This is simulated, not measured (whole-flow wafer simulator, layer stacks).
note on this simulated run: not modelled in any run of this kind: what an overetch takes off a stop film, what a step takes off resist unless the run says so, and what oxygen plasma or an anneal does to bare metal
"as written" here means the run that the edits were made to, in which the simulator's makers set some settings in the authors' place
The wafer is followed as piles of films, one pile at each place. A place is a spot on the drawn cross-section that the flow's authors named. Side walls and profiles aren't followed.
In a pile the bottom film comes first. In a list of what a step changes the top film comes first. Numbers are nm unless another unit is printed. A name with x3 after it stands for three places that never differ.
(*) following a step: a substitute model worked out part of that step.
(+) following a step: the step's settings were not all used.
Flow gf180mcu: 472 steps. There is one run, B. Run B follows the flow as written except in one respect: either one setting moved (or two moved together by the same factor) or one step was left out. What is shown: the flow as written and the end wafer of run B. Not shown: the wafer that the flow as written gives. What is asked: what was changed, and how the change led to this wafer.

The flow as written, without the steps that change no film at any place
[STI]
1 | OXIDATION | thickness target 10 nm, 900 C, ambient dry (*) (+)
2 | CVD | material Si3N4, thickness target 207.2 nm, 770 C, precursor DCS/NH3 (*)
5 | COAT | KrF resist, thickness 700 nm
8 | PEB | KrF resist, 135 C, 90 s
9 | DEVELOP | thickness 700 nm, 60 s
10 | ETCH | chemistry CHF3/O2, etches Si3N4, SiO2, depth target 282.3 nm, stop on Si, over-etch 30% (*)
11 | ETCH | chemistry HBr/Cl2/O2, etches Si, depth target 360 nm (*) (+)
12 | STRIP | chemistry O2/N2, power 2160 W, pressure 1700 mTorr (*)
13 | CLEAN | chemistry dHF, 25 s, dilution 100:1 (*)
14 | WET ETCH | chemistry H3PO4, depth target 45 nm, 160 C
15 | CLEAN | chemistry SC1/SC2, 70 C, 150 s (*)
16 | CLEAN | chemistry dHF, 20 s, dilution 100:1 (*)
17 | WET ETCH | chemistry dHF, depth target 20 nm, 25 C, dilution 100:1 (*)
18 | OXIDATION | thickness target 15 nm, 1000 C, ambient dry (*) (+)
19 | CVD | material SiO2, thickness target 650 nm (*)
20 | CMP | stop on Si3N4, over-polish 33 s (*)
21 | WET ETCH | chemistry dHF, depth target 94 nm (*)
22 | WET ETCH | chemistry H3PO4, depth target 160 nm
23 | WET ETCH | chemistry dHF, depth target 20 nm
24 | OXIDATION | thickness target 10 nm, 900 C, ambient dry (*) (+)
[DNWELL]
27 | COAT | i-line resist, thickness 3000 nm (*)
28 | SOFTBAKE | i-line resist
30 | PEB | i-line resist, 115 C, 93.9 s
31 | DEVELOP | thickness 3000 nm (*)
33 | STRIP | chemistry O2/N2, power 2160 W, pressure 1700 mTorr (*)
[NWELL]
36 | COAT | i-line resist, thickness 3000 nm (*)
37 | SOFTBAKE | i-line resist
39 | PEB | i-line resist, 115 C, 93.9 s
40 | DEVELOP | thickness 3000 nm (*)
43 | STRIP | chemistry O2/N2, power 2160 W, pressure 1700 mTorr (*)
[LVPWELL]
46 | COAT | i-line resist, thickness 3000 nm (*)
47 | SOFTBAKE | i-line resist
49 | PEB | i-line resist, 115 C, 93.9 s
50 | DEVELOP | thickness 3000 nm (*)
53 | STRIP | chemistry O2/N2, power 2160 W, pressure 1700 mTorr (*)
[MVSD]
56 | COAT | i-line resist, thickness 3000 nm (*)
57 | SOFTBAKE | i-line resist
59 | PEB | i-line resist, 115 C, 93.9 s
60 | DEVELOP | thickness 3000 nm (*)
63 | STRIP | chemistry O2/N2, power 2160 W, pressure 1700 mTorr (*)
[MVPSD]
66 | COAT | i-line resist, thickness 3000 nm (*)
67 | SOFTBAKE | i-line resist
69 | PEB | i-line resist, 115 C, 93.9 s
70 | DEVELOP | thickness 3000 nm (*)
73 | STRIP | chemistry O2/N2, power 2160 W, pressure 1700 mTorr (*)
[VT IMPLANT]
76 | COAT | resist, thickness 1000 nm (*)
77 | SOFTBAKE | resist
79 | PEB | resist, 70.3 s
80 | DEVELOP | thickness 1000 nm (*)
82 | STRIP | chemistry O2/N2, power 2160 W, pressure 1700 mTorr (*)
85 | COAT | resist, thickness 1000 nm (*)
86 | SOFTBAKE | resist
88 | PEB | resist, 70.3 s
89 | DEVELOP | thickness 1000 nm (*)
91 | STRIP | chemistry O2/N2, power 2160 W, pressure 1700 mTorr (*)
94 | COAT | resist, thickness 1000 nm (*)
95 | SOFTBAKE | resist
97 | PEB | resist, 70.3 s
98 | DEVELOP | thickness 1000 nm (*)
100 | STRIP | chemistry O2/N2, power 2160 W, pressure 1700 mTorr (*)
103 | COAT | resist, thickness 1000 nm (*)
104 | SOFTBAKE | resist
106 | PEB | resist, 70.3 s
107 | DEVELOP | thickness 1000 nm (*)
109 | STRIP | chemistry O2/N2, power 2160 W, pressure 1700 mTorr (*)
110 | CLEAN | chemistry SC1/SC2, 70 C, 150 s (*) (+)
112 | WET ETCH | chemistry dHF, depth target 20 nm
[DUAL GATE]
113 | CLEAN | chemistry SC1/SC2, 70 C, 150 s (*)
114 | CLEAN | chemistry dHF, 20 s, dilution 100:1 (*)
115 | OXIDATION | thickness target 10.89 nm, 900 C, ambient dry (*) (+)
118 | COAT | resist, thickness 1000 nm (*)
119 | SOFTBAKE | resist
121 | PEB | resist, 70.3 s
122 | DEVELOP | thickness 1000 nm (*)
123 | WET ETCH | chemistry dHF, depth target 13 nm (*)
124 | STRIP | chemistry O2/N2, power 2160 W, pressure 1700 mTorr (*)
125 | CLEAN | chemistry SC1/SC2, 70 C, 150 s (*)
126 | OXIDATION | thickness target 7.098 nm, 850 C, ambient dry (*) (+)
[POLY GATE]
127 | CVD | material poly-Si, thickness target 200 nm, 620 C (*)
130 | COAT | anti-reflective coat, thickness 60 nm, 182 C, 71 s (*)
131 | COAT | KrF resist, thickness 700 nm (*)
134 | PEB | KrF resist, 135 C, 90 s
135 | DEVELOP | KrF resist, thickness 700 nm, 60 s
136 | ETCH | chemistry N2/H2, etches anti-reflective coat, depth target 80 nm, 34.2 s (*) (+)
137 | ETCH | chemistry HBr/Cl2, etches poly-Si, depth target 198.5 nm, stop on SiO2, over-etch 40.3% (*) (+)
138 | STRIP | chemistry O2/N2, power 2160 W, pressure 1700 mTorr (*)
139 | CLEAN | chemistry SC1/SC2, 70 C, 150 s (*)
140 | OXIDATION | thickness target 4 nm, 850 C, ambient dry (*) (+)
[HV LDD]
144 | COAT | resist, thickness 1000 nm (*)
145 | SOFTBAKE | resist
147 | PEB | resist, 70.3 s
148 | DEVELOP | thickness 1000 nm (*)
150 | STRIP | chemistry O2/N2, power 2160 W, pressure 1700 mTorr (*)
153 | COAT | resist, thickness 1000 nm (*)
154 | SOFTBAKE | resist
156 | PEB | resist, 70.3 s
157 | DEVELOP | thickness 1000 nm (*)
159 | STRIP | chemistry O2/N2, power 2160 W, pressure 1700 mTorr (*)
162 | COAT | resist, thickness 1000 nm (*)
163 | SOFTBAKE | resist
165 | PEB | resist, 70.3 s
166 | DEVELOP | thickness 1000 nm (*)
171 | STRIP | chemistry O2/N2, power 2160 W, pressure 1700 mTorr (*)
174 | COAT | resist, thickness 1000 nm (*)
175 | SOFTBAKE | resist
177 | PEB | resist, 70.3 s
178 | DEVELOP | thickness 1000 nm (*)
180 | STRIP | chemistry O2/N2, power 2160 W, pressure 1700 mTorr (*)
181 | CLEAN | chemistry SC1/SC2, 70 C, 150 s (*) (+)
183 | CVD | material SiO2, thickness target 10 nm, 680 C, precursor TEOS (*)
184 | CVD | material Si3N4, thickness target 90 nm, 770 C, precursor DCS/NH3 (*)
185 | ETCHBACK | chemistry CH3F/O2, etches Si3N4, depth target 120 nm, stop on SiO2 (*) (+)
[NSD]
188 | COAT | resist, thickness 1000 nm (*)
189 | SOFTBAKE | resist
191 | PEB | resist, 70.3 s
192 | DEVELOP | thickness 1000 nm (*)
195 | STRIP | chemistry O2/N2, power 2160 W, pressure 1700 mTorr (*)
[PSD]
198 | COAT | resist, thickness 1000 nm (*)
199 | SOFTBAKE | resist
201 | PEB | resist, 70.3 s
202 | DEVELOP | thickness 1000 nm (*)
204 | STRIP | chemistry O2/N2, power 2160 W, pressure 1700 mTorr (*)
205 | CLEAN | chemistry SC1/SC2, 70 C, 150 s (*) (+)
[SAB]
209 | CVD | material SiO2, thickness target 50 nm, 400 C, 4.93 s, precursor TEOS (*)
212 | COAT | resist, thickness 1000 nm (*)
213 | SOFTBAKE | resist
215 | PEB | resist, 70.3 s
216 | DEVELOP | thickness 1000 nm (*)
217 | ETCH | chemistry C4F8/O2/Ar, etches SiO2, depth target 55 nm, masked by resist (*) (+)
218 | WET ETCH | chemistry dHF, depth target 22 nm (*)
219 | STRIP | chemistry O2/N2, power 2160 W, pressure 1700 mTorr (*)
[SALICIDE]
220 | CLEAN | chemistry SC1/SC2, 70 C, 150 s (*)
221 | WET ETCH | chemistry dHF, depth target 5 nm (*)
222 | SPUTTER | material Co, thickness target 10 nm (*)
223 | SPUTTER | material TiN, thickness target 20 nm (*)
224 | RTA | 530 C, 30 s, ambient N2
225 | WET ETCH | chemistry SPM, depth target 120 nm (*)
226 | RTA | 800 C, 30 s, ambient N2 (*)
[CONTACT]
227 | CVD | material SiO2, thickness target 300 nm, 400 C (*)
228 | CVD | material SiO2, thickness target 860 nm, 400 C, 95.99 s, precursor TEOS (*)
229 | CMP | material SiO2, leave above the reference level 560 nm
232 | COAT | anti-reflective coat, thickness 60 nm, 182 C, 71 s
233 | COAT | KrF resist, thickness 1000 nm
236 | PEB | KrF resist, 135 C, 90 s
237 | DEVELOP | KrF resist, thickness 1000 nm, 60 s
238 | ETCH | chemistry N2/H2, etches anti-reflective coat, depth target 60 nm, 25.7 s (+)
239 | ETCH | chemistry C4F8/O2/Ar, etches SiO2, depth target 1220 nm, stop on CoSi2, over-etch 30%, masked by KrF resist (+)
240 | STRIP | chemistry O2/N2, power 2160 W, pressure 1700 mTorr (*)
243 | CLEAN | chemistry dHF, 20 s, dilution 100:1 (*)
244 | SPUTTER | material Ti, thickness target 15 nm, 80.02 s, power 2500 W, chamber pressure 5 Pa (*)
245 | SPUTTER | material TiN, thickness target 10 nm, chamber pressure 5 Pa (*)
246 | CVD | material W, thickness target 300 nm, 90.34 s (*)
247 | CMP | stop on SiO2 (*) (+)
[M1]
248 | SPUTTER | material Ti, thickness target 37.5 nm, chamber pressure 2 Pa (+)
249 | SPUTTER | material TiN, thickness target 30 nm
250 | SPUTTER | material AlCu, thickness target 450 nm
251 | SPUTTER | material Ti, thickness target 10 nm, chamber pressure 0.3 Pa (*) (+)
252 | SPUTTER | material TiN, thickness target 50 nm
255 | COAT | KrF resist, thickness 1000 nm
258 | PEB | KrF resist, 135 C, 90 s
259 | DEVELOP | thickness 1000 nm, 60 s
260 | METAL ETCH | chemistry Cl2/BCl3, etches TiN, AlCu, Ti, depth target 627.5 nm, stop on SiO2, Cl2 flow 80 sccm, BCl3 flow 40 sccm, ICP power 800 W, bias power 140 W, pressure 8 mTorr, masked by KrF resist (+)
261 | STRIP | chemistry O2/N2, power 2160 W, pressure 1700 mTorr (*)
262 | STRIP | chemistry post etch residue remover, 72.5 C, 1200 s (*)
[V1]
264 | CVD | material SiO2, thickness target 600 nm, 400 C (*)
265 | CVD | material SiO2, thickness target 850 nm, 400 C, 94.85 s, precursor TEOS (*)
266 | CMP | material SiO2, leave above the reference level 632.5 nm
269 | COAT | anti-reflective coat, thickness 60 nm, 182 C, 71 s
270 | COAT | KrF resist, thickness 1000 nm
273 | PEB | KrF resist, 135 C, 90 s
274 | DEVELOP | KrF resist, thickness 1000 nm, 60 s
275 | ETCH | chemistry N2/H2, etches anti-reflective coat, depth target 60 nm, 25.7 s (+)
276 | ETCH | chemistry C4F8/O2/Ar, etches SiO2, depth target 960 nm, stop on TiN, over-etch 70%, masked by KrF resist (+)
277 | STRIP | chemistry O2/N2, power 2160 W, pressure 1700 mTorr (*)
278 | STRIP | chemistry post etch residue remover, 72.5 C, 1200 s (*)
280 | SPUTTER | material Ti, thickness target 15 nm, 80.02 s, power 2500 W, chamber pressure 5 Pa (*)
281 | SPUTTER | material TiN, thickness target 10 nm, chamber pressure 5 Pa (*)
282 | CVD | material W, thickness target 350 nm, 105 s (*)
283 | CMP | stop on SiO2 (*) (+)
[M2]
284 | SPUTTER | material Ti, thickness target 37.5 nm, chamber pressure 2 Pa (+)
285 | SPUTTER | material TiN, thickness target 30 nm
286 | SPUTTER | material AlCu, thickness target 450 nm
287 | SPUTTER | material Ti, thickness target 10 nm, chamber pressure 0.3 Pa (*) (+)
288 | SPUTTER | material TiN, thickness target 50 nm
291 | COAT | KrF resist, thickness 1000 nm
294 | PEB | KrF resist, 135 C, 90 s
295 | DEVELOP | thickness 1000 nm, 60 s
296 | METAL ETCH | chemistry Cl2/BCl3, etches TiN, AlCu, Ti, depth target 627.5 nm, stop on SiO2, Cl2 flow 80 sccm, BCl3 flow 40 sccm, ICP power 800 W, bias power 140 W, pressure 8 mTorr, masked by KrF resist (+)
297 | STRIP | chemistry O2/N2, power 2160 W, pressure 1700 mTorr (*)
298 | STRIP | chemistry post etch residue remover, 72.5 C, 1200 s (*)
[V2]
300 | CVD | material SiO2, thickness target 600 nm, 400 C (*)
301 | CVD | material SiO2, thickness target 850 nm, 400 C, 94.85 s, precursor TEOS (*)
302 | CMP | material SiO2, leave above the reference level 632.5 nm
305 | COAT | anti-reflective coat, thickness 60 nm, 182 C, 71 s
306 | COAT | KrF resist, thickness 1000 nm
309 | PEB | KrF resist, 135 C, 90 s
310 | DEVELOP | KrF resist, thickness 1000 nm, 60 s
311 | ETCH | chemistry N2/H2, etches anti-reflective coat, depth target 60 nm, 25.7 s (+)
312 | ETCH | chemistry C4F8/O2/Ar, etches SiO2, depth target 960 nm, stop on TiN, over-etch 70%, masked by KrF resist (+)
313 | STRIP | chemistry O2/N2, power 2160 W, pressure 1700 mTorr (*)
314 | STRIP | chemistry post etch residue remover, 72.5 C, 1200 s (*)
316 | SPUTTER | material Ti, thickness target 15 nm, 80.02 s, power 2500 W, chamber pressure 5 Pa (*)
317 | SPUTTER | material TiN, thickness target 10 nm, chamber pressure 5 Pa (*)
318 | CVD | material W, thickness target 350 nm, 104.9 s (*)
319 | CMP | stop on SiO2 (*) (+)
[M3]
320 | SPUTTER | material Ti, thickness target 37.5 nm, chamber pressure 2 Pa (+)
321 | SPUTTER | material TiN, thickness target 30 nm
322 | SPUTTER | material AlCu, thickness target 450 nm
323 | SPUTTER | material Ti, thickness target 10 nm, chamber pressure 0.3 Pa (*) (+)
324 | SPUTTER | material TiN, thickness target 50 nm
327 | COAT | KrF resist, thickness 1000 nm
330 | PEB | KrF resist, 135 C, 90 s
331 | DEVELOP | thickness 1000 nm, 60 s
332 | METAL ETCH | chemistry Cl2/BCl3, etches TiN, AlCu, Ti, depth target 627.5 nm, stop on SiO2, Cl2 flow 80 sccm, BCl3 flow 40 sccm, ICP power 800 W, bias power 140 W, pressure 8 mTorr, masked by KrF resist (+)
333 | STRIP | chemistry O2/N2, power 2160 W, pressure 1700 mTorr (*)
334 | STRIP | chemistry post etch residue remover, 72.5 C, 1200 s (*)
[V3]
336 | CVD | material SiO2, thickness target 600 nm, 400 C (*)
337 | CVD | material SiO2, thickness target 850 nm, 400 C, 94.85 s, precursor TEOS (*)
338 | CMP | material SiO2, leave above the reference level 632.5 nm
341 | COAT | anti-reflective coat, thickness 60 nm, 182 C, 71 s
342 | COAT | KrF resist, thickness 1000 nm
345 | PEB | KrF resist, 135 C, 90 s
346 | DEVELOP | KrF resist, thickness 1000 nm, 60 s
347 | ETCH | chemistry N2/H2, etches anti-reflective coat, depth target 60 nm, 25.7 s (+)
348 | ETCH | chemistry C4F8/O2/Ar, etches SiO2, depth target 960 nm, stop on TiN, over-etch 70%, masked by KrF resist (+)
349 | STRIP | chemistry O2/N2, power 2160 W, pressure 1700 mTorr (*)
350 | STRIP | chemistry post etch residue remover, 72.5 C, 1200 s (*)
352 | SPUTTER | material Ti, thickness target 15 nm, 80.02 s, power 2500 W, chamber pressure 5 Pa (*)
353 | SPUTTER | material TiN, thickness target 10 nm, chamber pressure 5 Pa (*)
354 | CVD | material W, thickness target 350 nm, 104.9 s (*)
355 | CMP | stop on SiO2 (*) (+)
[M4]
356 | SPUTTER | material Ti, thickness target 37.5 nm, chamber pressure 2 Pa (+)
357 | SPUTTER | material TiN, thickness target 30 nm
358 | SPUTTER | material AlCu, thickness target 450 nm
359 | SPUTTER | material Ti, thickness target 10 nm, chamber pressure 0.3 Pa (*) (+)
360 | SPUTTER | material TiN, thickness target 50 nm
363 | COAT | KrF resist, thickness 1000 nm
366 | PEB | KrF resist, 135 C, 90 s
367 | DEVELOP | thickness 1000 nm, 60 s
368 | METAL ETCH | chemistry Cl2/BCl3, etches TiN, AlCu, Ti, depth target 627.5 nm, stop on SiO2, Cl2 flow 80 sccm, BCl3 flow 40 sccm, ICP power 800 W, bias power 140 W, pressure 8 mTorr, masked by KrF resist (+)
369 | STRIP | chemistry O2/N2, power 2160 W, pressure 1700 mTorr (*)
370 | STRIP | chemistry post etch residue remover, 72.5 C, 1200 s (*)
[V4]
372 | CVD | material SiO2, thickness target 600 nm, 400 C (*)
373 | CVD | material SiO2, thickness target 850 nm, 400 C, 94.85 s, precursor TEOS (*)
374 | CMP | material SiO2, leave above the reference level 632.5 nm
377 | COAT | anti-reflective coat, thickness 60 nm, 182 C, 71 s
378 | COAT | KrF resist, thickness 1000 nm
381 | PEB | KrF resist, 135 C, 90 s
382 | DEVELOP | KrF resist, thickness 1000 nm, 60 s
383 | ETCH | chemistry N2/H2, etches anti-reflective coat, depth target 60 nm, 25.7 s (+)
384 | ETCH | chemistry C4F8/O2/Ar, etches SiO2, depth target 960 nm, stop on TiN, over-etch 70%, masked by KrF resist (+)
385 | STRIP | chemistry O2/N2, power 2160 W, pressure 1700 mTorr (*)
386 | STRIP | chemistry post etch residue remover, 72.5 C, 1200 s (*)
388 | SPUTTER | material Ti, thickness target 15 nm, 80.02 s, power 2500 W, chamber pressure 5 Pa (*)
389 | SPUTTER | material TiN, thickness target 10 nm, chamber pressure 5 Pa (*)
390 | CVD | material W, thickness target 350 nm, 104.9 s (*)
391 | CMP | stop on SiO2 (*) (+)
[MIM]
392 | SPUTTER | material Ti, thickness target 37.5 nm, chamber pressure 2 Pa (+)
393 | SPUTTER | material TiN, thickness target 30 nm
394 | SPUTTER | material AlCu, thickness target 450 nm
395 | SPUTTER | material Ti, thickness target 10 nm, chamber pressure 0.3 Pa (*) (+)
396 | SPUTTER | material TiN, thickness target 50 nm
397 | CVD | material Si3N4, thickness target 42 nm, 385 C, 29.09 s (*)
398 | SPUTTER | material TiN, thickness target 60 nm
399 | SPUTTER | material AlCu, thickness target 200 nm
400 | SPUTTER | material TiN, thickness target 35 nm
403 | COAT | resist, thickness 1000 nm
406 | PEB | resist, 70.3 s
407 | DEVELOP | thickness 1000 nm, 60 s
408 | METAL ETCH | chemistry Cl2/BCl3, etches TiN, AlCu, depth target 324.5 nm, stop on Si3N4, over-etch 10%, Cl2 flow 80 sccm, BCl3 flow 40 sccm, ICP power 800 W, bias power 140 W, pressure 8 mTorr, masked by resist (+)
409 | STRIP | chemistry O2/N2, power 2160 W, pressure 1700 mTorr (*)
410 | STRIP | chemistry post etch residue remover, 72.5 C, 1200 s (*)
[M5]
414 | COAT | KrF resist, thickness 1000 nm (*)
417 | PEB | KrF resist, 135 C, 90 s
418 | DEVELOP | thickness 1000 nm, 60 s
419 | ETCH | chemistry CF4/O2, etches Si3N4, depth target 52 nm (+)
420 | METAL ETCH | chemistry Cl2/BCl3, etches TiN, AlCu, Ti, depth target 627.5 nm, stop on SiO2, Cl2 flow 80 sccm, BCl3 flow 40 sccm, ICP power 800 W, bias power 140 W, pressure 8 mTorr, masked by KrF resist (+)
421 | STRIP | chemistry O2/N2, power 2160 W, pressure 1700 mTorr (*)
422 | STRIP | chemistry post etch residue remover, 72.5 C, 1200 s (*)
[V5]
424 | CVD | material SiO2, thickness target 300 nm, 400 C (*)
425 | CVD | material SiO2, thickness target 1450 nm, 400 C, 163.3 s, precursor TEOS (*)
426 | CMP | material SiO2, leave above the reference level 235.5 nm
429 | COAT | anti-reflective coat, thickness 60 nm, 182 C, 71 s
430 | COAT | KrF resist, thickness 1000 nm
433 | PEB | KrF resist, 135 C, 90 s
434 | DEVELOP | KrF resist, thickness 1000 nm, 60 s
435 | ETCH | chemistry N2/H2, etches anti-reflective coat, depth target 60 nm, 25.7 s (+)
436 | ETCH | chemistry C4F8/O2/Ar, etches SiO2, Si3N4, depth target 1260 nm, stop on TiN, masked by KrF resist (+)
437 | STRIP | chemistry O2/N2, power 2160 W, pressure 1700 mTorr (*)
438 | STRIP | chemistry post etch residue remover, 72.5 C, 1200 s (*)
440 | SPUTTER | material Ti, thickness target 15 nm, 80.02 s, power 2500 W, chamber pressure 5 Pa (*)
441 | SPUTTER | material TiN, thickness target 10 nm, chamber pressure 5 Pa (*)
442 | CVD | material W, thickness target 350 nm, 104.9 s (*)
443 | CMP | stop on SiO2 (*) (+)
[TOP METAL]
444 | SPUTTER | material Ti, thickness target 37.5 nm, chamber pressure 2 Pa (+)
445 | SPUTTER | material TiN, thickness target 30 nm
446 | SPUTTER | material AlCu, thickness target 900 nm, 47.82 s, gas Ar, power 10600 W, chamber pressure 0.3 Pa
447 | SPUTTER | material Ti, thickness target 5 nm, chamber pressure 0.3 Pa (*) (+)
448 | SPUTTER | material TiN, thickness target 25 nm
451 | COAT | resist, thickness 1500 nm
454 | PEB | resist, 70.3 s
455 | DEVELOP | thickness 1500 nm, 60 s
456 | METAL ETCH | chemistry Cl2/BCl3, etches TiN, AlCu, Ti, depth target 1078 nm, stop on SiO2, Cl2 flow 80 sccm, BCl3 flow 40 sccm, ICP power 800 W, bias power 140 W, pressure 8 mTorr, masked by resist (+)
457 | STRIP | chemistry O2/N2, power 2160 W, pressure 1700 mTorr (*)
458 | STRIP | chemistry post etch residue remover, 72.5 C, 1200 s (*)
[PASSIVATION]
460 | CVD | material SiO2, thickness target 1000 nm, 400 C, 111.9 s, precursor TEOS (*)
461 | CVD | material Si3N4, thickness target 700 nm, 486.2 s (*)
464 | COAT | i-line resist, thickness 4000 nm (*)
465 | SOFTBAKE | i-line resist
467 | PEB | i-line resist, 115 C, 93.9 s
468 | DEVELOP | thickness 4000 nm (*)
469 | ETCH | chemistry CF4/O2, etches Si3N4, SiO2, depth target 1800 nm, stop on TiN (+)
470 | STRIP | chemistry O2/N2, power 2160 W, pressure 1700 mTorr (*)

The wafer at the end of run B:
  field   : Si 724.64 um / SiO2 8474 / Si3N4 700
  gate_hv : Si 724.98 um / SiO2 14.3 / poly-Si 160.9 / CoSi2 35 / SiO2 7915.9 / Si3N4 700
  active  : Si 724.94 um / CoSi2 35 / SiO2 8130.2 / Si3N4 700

Cause: step 374, CMP: leave above the reference level 879.2 nm was run, while the flow as written has leave above the reference level 632.5 nm.

Step by step, how the change led to this:
  374 | CMP | material SiO2, leave above the reference level 632.5 nm
      field, field__w1, field__w2 and 103 more: SiO2 loses 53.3 (in the flow as written it would be: SiO2 loses 300)
      field__w8, contact, m1, m1__w1, m1_nw: SiO2 loses 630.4 (in the flow as written it would be: SiO2 loses 877.1)
  384 | ETCH | chemistry C4F8/O2/Ar, etches SiO2, depth target 960 nm, stop on TiN, over-etch 70%, masked by KrF resist (+)
      contact: SiO2 loses 819.2 (all of it) (in the flow as written it would be: SiO2 loses 572.5 (all of it))
  388 | SPUTTER | material Ti, thickness target 15 nm, 80.02 s, power 2500 W, chamber pressure 5 Pa (*)
      contact: Ti gains 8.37 (new film) (in the flow as written it would be: Ti gains 9.65 (new film))
  389 | SPUTTER | material TiN, thickness target 10 nm, chamber pressure 5 Pa (*)
      contact: TiN gains 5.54 (new film) (in the flow as written it would be: TiN gains 6.4 (new film))
  390 | CVD | material W, thickness target 350 nm, 104.9 s (*)
      contact: W gains 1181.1 (new film) (in the flow as written it would be: W gains 932.3 (new film))
